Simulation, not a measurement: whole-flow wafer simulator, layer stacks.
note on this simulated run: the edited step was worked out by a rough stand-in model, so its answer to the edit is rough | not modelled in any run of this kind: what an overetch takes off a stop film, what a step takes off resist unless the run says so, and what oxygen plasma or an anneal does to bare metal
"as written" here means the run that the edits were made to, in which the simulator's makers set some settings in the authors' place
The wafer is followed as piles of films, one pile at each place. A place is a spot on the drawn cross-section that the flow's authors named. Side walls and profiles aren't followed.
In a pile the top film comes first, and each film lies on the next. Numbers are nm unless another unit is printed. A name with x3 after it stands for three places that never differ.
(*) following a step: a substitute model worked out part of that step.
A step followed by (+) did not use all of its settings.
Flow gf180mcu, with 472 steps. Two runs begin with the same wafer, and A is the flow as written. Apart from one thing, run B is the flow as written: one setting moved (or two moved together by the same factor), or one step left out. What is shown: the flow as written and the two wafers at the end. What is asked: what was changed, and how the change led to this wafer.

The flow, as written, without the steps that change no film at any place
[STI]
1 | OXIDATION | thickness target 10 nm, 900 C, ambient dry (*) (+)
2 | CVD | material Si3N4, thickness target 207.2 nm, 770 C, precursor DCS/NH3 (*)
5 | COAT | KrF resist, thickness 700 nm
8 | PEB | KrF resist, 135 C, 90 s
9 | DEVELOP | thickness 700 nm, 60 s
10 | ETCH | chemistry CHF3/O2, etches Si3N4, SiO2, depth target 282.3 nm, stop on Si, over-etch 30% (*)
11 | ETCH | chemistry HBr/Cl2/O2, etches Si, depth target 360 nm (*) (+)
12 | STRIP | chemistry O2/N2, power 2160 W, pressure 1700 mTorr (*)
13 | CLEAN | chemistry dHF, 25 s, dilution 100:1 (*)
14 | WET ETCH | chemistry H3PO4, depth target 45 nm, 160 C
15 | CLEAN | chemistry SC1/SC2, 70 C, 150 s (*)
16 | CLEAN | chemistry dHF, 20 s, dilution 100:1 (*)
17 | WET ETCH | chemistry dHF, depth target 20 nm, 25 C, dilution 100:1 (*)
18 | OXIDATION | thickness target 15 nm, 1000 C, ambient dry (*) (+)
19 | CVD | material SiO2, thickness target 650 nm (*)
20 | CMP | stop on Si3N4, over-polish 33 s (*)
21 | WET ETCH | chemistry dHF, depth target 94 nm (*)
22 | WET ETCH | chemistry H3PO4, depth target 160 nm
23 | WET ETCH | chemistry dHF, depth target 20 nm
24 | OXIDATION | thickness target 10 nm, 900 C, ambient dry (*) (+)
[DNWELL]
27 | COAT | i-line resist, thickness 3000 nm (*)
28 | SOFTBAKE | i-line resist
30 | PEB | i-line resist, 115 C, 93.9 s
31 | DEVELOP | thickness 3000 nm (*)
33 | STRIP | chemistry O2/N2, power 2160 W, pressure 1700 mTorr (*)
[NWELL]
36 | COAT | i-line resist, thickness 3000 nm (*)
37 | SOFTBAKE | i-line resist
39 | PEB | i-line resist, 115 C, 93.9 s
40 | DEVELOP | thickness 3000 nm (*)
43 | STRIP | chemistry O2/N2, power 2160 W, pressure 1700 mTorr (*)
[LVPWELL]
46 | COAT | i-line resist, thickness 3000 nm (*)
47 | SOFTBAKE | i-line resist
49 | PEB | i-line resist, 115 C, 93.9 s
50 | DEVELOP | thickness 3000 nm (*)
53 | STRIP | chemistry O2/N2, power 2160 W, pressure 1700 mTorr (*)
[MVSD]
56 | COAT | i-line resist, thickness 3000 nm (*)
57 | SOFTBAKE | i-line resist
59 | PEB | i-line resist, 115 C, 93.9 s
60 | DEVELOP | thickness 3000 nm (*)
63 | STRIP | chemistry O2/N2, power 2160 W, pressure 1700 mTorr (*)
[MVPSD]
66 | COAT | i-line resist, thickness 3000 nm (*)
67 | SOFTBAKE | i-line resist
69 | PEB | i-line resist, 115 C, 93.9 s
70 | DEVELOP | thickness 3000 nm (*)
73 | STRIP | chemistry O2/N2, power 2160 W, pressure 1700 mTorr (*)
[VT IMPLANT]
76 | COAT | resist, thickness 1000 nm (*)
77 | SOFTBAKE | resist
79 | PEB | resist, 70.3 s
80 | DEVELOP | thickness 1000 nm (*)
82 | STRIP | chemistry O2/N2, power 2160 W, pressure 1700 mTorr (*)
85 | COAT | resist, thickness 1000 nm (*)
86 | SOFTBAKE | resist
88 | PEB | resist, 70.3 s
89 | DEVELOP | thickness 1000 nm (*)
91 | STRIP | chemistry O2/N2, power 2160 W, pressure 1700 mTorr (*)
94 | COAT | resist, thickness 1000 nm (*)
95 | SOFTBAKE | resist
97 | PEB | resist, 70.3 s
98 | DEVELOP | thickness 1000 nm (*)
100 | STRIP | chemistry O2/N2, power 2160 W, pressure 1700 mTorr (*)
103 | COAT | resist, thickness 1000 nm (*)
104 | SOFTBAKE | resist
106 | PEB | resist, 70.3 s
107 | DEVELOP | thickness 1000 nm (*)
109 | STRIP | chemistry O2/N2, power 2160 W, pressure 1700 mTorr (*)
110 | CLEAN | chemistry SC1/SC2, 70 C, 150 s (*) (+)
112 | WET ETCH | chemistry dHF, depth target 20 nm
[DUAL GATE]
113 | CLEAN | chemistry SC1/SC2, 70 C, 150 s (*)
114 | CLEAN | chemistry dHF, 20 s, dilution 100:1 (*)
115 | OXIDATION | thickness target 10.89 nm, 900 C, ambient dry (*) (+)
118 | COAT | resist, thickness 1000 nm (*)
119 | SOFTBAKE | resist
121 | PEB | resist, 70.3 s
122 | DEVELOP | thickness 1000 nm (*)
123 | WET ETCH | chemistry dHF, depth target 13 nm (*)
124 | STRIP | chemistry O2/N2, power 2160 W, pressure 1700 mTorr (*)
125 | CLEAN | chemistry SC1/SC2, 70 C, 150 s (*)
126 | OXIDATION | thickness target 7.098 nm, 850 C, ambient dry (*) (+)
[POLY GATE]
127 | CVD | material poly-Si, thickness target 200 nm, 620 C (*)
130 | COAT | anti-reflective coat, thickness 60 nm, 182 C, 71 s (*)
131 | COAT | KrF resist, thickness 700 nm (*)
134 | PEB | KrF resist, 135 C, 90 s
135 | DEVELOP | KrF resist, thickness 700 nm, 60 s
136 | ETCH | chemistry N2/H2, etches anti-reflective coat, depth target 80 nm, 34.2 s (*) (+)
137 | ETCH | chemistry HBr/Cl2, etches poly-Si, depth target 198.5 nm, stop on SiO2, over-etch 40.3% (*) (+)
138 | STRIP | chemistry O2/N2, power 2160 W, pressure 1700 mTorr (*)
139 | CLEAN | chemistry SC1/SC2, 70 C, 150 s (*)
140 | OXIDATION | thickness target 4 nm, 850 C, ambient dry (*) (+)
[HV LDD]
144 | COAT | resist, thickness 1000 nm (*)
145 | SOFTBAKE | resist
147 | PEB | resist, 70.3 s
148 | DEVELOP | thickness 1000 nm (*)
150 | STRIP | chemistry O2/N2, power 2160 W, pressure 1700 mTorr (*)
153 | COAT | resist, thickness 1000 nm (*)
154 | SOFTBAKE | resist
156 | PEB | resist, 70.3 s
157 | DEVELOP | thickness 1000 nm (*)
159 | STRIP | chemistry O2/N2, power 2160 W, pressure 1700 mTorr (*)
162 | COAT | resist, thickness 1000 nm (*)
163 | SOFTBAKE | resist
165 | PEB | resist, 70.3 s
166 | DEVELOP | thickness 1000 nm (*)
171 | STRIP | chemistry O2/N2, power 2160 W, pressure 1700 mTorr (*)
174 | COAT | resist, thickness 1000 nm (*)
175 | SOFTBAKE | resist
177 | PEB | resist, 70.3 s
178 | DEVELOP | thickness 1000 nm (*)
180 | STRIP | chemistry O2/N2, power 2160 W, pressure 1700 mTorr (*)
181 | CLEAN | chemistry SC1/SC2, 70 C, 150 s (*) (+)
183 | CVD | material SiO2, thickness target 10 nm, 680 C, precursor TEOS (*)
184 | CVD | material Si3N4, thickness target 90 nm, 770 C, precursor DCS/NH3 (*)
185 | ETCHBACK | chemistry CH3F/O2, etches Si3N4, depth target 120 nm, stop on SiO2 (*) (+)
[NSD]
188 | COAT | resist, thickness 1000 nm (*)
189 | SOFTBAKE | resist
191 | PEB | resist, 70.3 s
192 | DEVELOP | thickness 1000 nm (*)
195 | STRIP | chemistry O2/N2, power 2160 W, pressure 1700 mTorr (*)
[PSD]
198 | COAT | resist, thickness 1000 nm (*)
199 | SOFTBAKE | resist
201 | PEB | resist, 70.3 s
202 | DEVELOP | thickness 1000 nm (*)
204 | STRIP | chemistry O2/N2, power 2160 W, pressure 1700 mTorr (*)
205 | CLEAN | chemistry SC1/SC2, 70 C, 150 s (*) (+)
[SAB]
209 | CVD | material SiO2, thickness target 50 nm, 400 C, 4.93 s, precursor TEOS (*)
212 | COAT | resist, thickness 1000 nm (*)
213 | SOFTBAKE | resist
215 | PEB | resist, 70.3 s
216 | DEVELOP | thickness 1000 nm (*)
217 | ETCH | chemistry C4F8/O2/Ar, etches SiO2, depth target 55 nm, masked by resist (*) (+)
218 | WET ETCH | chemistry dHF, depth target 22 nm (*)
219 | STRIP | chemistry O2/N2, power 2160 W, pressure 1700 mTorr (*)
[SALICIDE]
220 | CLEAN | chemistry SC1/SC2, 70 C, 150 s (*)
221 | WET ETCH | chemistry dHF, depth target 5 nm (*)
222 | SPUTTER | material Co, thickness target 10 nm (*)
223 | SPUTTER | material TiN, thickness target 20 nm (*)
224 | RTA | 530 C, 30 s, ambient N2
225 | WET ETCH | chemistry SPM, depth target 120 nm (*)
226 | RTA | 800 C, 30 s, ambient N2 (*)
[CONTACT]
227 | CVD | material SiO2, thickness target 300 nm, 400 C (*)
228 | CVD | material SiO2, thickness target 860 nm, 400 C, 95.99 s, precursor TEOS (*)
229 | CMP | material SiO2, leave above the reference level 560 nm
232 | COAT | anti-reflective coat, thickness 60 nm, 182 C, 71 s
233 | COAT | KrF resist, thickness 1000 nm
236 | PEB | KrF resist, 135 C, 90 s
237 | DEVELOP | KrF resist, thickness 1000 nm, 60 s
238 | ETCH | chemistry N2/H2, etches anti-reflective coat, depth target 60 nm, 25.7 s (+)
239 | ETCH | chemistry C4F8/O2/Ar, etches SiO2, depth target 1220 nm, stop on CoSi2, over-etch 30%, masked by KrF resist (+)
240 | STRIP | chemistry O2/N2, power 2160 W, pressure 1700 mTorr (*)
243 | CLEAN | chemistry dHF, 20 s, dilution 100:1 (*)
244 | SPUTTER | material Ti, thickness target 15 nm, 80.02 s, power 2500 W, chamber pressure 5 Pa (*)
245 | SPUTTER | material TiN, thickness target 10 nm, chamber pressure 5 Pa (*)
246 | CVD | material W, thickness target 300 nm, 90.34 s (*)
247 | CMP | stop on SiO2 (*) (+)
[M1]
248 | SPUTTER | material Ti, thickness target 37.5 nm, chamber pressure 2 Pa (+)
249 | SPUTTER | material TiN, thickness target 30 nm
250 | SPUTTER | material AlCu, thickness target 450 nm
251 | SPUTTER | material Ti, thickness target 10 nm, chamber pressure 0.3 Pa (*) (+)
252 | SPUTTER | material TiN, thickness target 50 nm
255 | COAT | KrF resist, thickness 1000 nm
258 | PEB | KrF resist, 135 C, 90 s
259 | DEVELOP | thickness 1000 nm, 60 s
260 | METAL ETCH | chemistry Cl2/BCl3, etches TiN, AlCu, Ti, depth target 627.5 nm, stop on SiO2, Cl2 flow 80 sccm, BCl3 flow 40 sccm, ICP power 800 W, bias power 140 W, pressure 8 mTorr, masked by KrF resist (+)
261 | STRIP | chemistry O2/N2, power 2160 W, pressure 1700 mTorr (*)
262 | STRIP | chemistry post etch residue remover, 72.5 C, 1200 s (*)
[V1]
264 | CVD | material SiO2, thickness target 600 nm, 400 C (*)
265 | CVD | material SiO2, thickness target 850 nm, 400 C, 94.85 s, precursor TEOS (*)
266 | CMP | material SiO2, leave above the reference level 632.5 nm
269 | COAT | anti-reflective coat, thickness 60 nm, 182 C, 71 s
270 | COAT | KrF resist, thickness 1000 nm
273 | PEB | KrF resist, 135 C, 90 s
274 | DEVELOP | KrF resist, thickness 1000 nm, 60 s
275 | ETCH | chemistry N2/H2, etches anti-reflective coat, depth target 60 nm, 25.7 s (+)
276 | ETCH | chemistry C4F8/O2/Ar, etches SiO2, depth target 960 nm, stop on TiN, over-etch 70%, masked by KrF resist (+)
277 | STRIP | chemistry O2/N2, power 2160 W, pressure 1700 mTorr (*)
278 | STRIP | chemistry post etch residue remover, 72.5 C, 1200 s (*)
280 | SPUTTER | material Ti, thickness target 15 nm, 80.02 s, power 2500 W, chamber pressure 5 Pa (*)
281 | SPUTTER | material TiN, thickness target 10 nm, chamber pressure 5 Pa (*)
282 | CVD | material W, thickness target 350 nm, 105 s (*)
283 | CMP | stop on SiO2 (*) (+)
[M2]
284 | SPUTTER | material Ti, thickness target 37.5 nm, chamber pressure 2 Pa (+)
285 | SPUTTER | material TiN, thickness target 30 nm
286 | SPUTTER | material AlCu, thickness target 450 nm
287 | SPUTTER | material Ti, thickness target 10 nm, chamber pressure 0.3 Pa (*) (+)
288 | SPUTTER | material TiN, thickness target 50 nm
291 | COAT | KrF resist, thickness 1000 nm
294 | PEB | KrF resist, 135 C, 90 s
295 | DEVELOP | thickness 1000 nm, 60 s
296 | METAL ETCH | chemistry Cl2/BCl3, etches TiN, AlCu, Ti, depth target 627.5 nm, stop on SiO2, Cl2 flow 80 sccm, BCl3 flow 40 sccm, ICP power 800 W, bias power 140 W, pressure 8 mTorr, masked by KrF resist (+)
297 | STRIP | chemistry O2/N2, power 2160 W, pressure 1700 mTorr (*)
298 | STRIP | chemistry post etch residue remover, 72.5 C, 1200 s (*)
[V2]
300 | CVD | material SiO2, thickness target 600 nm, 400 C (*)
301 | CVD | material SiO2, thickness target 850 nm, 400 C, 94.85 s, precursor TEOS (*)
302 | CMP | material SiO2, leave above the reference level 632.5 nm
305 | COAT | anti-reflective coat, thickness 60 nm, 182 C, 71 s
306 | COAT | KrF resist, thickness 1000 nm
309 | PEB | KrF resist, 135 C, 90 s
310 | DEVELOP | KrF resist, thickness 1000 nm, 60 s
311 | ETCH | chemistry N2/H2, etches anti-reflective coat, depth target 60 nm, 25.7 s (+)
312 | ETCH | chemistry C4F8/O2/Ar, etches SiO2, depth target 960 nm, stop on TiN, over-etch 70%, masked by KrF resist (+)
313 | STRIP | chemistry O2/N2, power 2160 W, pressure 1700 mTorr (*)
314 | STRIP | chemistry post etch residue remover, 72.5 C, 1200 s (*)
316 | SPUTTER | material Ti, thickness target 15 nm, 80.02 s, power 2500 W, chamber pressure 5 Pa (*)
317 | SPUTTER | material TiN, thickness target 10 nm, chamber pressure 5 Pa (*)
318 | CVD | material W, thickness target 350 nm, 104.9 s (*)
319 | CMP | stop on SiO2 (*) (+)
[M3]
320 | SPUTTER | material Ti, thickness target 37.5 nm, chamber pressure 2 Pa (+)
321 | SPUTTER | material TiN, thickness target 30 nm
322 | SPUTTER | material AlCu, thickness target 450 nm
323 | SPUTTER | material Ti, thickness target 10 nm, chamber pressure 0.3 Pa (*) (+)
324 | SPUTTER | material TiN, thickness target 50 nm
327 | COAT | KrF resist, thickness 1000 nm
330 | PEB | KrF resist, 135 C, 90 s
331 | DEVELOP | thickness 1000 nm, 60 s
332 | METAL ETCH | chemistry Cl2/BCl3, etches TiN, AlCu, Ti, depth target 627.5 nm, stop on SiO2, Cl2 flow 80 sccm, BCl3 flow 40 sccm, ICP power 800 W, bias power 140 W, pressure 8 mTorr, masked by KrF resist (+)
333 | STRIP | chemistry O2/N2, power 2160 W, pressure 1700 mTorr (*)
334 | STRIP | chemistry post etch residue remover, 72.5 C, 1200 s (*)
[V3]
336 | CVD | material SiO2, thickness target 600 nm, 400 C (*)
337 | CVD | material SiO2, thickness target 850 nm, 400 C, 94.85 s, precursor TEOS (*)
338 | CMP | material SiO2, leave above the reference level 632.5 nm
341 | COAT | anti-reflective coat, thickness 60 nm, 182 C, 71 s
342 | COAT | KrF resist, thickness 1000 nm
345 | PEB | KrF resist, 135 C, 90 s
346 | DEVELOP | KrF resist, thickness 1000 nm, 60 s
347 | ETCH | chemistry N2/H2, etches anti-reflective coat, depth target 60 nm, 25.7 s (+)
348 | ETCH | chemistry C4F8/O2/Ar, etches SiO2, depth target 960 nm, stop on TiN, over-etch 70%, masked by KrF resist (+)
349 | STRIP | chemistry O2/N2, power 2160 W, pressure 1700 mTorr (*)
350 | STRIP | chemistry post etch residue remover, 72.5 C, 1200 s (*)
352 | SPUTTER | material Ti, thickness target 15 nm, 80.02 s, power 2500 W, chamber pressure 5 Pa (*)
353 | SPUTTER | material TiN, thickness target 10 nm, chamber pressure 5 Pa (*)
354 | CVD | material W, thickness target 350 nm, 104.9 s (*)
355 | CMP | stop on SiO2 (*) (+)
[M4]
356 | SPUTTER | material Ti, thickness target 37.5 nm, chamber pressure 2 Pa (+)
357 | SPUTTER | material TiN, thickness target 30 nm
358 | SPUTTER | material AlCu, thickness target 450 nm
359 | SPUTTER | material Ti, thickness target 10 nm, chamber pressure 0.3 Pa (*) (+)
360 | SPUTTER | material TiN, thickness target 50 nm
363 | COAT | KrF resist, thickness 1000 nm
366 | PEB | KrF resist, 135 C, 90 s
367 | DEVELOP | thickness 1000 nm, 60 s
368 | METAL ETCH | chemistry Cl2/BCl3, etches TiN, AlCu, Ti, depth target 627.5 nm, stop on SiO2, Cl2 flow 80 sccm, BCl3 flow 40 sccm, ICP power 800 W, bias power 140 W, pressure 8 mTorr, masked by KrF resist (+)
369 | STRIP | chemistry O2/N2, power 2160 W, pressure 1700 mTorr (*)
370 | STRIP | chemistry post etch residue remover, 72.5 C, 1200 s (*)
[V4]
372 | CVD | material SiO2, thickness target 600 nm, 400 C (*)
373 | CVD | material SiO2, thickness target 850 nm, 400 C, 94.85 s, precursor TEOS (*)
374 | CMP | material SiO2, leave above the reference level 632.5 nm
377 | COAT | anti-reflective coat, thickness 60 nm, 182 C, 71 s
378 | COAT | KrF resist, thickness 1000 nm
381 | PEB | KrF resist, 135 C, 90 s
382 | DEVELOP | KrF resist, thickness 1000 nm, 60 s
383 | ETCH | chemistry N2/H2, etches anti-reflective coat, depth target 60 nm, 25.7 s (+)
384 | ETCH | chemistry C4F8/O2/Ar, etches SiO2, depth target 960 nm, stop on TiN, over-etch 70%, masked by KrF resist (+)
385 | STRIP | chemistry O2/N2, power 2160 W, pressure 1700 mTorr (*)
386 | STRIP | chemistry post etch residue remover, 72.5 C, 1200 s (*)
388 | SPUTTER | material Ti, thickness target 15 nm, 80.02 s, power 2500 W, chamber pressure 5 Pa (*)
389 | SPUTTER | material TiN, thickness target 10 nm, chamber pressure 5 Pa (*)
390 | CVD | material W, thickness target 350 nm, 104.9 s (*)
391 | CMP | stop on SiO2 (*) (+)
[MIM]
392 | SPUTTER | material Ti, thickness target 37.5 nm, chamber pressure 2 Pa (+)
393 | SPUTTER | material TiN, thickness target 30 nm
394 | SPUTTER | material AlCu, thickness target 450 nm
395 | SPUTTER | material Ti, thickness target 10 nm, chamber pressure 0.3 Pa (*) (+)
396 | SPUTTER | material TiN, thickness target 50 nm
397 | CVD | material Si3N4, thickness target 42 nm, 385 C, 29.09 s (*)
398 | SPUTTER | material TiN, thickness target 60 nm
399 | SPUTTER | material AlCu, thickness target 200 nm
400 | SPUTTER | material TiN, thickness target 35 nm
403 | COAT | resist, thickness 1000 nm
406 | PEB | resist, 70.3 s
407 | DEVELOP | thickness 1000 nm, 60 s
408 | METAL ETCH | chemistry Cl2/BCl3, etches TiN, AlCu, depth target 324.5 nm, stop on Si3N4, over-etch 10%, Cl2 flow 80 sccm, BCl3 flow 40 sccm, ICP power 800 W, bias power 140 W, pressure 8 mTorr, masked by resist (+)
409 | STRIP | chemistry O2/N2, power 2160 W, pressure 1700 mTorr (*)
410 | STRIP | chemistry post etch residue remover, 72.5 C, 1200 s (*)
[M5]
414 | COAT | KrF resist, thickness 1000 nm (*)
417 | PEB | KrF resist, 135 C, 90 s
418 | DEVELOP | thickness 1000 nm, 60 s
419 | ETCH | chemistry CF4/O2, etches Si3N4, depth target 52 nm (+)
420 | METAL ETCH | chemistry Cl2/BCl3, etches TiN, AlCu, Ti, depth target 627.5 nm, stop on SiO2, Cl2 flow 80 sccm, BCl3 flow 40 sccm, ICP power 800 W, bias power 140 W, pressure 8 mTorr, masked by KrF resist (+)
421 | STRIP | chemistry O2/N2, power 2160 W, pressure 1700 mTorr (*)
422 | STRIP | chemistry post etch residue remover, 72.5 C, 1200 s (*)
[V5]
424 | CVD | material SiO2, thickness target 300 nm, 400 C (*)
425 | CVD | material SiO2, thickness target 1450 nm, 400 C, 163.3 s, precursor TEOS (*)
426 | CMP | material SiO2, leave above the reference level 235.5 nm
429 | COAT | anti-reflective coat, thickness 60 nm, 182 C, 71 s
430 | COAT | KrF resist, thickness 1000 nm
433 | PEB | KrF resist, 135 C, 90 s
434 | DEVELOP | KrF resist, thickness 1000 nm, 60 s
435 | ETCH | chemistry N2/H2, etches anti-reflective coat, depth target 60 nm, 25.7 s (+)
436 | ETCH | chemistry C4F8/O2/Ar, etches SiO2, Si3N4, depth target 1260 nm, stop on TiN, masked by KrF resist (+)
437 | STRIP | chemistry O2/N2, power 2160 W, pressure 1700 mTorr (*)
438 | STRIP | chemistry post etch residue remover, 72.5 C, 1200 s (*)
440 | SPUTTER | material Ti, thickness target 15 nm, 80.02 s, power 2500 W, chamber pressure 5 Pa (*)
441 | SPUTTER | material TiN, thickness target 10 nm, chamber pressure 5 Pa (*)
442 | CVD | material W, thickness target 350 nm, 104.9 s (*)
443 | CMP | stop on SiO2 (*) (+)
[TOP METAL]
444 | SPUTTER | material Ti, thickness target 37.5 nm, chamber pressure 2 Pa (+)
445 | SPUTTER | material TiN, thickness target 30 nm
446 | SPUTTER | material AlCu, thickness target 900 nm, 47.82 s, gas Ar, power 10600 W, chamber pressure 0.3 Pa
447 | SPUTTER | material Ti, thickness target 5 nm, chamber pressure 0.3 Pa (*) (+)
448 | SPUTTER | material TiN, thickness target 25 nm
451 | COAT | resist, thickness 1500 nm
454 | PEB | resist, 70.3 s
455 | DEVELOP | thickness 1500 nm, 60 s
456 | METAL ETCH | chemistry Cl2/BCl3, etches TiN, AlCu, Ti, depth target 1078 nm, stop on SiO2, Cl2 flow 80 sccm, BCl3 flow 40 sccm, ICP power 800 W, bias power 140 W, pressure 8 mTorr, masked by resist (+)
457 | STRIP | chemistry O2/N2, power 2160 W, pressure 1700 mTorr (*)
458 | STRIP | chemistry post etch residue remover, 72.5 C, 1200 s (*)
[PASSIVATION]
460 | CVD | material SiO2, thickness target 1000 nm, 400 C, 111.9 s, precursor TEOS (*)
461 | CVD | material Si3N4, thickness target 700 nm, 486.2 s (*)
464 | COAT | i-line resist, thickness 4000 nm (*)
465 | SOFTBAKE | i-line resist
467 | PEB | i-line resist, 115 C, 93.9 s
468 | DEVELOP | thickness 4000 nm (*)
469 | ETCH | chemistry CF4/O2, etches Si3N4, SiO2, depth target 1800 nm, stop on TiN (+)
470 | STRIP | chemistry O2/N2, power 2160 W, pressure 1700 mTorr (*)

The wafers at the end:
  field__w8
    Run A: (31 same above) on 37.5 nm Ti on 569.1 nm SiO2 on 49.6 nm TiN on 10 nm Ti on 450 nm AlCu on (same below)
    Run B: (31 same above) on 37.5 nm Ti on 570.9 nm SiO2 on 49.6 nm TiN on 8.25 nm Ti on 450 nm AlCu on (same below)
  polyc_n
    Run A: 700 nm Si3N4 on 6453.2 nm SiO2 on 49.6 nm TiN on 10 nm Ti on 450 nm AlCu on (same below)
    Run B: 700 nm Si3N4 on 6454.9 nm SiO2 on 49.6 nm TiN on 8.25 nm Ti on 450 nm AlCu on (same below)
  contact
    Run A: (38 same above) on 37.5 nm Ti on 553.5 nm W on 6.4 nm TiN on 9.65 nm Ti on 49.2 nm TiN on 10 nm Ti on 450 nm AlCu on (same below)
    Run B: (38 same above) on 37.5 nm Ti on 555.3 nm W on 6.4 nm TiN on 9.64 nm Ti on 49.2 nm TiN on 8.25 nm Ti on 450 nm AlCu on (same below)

What caused this: step 251, SPUTTER: thickness target 8.25 nm was run, though the flow has thickness target 10 nm.
One can read it off the wafer: field__w8 has Ti 8.25, and step 251 as written asks for 10 nm.

The path from the change to this, step by step:
  251 | SPUTTER | material Ti, thickness target 10 nm, chamber pressure 0.3 Pa (*) (+)
      field, field__w1, field__w2 and 108 more: A +10 Ti (new film) | B +8.25 Ti (new film)
  260 | METAL ETCH | chemistry Cl2/BCl3, etches TiN, AlCu, Ti, depth target 627.5 nm, stop on SiO2, Cl2 flow 80 sccm, BCl3 flow 40 sccm, ICP power 800 W, bias power 140 W, pressure 8 mTorr, masked by KrF resist (+)
      field, field__w1, field__w2 and 99 more: A -50 TiN (all of it), -10 Ti (all of it), -450 AlCu (all of it), -30 TiN (all of it), -37.5 Ti (all of it) | B -50 TiN (all of it), -8.25 Ti (all of it), -450 AlCu (all of it), -30 TiN (all of it), -37.5 Ti (all of it)
